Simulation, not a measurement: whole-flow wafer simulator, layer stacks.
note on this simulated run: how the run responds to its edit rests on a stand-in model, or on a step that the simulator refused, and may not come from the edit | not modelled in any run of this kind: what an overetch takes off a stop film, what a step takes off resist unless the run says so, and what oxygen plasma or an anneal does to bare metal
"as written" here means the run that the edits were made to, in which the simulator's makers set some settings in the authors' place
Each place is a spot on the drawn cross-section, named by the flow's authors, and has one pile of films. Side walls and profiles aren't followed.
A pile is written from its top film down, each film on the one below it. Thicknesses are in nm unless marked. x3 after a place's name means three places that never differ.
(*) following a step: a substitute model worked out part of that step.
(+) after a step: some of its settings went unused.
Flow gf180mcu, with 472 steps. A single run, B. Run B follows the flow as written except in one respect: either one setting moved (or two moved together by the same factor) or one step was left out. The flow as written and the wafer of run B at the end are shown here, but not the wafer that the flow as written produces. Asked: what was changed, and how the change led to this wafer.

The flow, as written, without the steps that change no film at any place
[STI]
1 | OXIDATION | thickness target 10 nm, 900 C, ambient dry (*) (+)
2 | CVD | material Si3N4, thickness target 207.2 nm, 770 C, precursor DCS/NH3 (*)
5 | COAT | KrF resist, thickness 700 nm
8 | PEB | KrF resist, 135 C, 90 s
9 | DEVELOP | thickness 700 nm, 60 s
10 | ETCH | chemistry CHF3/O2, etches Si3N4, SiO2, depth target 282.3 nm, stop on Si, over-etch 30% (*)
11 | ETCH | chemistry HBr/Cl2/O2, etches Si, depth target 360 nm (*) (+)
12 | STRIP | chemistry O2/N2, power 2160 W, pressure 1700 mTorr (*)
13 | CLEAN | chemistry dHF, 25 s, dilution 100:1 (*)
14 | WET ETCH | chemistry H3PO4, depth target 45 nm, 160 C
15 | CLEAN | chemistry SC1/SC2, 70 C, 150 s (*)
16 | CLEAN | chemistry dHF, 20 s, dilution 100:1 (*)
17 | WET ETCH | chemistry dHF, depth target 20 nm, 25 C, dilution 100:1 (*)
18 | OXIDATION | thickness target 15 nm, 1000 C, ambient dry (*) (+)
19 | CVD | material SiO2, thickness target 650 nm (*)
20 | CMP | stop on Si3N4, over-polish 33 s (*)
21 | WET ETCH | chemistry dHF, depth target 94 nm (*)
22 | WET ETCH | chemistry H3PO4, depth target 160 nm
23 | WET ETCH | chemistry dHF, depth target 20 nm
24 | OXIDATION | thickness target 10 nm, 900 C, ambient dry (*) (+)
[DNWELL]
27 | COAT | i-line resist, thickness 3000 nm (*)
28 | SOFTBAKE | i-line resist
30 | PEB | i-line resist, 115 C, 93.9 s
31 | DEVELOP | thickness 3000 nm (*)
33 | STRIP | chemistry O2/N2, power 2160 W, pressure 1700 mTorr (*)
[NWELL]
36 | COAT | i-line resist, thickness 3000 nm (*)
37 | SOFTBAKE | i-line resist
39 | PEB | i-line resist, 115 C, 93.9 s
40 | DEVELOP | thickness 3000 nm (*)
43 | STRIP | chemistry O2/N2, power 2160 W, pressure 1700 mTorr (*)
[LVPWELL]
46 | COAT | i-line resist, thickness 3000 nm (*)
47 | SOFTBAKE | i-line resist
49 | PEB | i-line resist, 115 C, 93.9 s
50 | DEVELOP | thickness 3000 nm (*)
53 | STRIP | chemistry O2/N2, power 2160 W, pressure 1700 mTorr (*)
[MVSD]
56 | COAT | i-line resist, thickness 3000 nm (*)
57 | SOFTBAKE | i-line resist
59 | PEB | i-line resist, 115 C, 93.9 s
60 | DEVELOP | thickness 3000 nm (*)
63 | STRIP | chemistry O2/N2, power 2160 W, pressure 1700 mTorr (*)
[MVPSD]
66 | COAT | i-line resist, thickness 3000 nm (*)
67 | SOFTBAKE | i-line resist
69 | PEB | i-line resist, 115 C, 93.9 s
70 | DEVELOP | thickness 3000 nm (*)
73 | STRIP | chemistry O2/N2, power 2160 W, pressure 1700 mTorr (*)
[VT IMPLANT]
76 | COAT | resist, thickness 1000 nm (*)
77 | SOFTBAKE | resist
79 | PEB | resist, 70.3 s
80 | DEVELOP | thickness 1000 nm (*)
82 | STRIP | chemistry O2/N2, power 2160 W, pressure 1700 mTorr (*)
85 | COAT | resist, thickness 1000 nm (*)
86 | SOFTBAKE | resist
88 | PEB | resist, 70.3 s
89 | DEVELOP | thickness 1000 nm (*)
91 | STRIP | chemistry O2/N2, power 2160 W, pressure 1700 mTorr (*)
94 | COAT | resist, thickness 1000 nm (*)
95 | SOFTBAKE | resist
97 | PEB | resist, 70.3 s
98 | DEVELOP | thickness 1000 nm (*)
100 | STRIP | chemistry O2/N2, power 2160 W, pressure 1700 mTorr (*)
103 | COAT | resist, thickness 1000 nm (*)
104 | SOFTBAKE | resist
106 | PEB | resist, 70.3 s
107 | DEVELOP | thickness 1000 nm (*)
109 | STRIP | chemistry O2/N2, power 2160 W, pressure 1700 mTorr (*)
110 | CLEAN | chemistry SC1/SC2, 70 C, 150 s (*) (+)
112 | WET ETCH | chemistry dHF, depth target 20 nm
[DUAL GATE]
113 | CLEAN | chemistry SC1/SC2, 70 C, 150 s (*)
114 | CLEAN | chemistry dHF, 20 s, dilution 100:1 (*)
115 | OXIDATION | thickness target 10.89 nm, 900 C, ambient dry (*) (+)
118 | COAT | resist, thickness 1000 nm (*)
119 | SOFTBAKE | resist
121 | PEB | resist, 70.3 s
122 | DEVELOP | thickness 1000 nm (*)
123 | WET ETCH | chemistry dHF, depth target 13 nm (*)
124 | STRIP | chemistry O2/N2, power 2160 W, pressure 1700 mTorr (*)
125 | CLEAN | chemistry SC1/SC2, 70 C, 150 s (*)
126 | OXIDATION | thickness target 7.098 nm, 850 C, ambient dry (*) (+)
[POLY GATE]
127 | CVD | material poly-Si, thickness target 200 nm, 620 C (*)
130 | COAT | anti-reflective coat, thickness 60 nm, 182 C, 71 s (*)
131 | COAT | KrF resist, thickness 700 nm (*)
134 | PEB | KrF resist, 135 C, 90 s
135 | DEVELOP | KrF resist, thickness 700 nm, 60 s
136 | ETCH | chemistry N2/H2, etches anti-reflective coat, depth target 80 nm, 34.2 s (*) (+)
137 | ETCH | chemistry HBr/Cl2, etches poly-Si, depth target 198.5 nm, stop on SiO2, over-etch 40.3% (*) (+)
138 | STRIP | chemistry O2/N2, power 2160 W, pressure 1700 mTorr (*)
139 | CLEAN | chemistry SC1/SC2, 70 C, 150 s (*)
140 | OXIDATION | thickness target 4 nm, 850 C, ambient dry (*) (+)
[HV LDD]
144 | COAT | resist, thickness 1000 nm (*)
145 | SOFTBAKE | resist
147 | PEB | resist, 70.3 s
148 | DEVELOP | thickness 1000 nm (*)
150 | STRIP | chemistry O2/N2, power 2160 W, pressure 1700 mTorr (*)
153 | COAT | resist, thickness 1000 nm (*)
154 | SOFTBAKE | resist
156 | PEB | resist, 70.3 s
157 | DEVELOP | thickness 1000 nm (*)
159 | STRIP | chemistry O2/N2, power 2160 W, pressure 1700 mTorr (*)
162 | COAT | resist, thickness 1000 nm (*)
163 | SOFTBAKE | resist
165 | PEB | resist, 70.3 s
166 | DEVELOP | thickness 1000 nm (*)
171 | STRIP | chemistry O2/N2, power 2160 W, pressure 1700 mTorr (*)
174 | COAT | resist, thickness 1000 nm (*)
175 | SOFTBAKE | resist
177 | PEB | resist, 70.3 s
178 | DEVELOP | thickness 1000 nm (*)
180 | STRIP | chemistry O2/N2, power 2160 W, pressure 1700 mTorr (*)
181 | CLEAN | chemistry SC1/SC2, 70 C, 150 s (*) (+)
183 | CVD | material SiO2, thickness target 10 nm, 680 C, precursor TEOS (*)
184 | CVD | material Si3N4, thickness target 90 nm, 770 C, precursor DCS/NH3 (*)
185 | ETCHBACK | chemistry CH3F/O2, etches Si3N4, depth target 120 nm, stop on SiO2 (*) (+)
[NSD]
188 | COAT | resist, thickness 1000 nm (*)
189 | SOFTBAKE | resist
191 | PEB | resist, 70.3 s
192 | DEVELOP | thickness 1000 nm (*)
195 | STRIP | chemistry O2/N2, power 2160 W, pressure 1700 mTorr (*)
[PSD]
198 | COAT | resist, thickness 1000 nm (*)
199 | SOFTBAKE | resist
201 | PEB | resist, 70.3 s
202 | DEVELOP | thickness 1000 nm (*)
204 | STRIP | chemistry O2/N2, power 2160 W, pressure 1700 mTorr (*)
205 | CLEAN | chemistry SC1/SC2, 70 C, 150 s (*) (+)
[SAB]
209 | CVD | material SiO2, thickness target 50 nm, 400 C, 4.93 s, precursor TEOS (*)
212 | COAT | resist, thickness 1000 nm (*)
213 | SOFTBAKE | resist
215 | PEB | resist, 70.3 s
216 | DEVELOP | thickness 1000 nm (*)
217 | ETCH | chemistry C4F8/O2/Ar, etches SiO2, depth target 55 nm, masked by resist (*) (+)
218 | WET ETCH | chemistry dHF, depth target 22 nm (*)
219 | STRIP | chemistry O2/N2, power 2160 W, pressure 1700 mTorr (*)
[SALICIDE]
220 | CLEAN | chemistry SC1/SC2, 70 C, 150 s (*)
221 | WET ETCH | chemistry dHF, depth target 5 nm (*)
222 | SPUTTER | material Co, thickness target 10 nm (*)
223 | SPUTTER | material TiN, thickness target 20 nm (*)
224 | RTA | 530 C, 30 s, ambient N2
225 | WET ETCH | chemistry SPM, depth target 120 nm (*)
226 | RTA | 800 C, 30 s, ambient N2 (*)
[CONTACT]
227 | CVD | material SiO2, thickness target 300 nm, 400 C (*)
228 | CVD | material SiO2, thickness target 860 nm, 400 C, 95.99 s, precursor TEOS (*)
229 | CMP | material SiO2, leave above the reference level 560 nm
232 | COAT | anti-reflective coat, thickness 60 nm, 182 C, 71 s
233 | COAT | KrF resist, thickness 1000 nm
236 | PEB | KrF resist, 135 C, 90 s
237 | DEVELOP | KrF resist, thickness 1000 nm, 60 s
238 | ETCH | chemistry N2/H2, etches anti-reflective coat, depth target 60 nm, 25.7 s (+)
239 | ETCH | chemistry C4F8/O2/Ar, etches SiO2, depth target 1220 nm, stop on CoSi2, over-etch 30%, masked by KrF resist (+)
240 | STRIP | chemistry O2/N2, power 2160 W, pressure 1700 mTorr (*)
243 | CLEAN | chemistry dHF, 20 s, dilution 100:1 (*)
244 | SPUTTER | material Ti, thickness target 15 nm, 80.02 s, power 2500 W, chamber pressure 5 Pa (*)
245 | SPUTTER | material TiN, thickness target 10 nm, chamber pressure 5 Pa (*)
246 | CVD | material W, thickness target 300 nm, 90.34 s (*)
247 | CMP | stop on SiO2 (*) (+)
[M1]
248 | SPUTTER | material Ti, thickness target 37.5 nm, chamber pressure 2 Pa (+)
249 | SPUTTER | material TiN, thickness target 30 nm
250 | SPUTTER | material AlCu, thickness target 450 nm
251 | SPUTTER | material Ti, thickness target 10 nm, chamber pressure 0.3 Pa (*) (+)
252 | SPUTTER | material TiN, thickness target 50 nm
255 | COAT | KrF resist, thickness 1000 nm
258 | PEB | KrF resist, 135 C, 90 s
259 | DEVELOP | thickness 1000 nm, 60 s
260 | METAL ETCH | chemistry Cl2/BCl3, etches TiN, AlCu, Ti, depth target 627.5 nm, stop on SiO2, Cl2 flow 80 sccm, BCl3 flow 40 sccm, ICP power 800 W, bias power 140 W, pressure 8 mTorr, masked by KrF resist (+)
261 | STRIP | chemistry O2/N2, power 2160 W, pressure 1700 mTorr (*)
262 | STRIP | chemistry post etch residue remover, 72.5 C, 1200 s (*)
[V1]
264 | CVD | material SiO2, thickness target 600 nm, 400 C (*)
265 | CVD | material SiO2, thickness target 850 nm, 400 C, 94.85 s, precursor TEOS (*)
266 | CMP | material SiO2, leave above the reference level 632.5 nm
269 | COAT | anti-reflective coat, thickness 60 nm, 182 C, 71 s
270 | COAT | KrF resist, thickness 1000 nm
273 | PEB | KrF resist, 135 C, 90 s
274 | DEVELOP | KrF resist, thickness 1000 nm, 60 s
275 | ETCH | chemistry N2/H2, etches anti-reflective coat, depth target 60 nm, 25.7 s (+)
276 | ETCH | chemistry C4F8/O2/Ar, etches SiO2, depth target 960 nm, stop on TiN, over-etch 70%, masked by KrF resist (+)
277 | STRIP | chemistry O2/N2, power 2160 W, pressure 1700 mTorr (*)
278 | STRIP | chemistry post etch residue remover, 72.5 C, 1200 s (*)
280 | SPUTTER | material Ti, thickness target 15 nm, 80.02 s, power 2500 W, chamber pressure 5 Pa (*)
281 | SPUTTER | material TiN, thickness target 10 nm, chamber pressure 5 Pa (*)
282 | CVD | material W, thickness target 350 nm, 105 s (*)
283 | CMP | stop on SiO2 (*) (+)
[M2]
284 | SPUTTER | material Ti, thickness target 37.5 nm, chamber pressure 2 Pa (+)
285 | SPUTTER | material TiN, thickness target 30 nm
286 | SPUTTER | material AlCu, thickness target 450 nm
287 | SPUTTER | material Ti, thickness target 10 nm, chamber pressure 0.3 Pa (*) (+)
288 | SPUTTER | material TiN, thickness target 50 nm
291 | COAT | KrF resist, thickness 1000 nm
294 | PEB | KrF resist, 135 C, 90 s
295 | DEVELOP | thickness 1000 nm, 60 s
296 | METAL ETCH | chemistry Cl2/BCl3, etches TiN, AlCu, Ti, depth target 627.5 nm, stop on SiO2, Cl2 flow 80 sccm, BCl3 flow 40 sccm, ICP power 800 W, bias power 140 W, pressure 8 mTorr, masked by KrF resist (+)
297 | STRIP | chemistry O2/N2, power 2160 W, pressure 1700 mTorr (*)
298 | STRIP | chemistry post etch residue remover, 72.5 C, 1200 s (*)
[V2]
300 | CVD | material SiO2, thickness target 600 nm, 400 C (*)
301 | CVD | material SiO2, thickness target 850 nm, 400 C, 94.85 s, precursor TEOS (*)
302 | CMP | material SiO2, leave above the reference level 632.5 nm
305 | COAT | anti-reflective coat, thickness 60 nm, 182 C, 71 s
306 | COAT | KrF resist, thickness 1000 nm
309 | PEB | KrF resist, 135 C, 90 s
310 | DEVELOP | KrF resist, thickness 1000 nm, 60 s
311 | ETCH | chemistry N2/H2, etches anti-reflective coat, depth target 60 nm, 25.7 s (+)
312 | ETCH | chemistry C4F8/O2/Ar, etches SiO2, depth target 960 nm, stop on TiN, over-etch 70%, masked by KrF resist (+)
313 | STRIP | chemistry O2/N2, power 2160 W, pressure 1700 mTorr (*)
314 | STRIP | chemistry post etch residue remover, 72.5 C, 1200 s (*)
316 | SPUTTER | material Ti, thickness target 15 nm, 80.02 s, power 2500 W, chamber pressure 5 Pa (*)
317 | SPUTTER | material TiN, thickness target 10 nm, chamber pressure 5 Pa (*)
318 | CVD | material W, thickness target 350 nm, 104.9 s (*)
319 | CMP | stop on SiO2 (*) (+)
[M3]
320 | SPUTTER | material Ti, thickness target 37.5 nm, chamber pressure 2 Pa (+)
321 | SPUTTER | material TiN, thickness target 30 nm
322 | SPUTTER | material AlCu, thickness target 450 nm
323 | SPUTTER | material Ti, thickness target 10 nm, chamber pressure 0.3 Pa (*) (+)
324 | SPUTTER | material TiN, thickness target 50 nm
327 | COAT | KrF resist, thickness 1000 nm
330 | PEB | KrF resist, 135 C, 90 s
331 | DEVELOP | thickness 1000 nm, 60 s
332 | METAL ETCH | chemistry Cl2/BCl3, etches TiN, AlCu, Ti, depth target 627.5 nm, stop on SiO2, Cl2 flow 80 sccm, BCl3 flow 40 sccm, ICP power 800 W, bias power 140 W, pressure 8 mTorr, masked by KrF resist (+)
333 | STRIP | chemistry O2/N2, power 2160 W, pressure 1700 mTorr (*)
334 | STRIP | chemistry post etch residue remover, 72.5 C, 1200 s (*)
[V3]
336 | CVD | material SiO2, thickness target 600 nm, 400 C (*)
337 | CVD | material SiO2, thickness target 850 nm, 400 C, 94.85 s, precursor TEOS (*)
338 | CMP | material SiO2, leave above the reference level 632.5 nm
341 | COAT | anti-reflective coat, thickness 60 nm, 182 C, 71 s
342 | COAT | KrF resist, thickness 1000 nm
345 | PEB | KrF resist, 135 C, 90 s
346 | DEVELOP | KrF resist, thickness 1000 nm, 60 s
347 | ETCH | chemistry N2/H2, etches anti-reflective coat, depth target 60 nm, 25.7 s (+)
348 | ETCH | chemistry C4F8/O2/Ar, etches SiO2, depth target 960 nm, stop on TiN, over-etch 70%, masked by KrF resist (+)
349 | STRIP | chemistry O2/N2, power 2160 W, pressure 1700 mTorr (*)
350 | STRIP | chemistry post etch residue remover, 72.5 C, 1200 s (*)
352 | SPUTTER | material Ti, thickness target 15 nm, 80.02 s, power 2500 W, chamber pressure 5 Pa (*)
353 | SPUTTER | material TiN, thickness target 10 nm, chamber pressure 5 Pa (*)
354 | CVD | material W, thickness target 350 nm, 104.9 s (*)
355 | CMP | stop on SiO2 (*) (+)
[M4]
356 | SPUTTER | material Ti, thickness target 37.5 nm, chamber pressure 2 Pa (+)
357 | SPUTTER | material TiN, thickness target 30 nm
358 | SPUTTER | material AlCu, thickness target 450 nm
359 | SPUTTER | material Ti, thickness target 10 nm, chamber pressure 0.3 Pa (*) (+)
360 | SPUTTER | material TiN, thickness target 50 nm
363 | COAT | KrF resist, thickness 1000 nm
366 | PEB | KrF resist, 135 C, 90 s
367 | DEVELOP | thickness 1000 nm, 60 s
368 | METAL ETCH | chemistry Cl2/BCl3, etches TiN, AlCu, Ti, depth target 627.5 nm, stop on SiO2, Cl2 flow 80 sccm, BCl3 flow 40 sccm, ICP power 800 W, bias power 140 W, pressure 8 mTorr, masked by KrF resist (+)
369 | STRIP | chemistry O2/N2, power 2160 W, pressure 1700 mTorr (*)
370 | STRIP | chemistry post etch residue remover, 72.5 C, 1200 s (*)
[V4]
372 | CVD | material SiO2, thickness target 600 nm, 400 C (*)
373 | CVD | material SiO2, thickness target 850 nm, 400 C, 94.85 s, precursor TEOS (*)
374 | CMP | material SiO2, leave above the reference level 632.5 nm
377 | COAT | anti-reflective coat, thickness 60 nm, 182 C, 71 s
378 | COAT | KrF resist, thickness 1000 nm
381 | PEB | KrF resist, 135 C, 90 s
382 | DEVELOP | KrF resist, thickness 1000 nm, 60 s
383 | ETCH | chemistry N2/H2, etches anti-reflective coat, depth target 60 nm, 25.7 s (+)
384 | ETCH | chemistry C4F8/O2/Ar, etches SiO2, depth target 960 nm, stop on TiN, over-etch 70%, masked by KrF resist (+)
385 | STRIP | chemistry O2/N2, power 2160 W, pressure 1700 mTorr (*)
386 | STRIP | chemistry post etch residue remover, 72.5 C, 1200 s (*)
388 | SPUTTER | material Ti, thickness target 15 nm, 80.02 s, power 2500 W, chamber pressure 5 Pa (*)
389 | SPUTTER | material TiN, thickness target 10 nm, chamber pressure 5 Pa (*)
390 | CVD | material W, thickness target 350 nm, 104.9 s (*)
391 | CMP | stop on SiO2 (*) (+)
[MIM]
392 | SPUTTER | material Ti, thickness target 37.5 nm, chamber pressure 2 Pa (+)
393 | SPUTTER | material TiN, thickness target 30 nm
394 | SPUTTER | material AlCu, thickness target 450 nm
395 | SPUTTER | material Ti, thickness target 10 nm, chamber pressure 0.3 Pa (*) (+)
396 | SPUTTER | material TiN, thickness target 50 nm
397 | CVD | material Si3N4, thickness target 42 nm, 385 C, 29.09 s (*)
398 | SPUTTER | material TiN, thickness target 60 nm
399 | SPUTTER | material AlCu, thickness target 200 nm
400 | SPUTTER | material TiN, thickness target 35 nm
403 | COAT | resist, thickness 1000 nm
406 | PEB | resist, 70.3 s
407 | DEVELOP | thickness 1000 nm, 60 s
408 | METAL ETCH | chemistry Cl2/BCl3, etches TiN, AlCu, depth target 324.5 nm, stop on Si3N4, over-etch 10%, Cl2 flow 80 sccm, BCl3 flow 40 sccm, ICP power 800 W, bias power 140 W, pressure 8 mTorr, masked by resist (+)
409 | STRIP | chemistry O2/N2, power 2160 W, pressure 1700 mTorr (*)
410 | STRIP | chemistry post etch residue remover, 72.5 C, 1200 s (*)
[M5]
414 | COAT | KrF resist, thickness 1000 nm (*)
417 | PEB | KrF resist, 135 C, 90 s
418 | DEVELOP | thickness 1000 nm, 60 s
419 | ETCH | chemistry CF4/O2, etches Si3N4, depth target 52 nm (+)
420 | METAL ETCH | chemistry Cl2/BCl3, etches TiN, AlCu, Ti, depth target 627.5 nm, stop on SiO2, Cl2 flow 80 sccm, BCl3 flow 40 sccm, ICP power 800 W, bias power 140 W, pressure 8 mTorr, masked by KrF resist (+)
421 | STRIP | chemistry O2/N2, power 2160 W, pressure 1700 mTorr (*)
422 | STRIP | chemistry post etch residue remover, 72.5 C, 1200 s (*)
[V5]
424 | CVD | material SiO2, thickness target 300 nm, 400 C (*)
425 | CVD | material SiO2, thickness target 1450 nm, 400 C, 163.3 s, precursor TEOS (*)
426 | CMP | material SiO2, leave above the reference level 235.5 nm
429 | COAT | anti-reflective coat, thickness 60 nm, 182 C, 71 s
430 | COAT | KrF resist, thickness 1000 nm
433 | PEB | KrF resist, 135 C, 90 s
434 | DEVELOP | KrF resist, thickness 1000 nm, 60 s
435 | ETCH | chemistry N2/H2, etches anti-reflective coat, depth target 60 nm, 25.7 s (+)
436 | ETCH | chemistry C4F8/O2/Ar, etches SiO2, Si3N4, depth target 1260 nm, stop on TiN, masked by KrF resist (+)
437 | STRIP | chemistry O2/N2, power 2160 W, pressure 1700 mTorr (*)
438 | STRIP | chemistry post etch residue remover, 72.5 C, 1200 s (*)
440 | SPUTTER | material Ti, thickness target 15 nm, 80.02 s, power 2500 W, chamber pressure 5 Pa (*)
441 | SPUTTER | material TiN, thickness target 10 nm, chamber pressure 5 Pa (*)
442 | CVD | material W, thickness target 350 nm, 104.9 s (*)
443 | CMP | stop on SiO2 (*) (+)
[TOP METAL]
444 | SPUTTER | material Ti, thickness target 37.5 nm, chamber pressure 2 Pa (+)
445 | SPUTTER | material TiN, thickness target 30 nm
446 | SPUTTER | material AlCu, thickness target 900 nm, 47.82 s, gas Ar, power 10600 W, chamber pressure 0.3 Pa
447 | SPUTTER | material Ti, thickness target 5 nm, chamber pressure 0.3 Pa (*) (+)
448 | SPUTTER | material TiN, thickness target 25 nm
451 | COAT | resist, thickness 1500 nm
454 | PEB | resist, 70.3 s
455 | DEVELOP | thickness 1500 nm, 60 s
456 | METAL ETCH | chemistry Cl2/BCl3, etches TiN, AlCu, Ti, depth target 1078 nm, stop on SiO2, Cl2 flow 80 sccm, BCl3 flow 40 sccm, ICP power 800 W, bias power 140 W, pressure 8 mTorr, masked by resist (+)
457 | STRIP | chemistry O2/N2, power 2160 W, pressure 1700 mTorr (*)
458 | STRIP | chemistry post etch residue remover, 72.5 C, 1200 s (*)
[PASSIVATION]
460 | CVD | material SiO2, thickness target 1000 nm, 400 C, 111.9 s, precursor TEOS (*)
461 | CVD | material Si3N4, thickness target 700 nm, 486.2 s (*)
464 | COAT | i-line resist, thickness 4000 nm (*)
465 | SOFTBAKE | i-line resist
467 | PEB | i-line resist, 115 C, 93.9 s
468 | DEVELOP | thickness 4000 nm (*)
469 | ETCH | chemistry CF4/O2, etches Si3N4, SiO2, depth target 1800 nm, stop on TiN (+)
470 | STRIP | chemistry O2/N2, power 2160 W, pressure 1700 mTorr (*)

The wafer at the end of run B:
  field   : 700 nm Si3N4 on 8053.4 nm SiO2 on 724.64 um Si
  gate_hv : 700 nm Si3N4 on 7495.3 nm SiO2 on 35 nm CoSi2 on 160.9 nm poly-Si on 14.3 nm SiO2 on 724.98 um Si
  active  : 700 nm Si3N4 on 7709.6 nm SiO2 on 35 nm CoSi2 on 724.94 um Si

Cause: step 302, CMP: leave above the reference level 458.6 nm was run, while the flow as written has leave above the reference level 632.5 nm.

How this came from the change, step by step:
  302 | CMP | material SiO2, leave above the reference level 632.5 nm
      field, field__w1, field__w2 and 103 more: SiO2 loses 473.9 (it would be, as written: SiO2 loses 300)
      field__w8, contact, m1, m1__w1, m1_nw: SiO2 loses 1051 (it would be, as written: SiO2 loses 877.1)
  312 | ETCH | chemistry C4F8/O2/Ar, etches SiO2, depth target 960 nm, stop on TiN, over-etch 70%, masked by KrF resist (+)
      field, field__w1, field__w2 and 107 more: KrF resist loses 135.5 (it would be, as written: KrF resist loses 192)
      contact: SiO2 loses 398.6 (all of it) (it would be, as written: SiO2 loses 572.5 (all of it))
  313 | STRIP | chemistry O2/N2, power 2160 W, pressure 1700 mTorr (*)
      field, field__w1, field__w2 and 107 more: KrF resist loses 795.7 (all of it), anti-reflective coat loses 60 (all of it) (it would be, as written: KrF resist loses 739.2 (all of it), anti-reflective coat loses 60 (all of it))
  316 | SPUTTER | material Ti, thickness target 15 nm, 80.02 s, power 2500 W, chamber pressure 5 Pa (*)
      contact: Ti gains 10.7 (new film) (it would be, as written: Ti gains 9.65 (new film))
  317 | SPUTTER | material TiN, thickness target 10 nm, chamber pressure 5 Pa (*)
      contact: TiN gains 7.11 (new film) (it would be, as written: TiN gains 6.4 (new film))
  318 | CVD | material W, thickness target 350 nm, 104.9 s (*)
      contact: W gains 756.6 (new film) (it would be, as written: W gains 932.3 (new film))
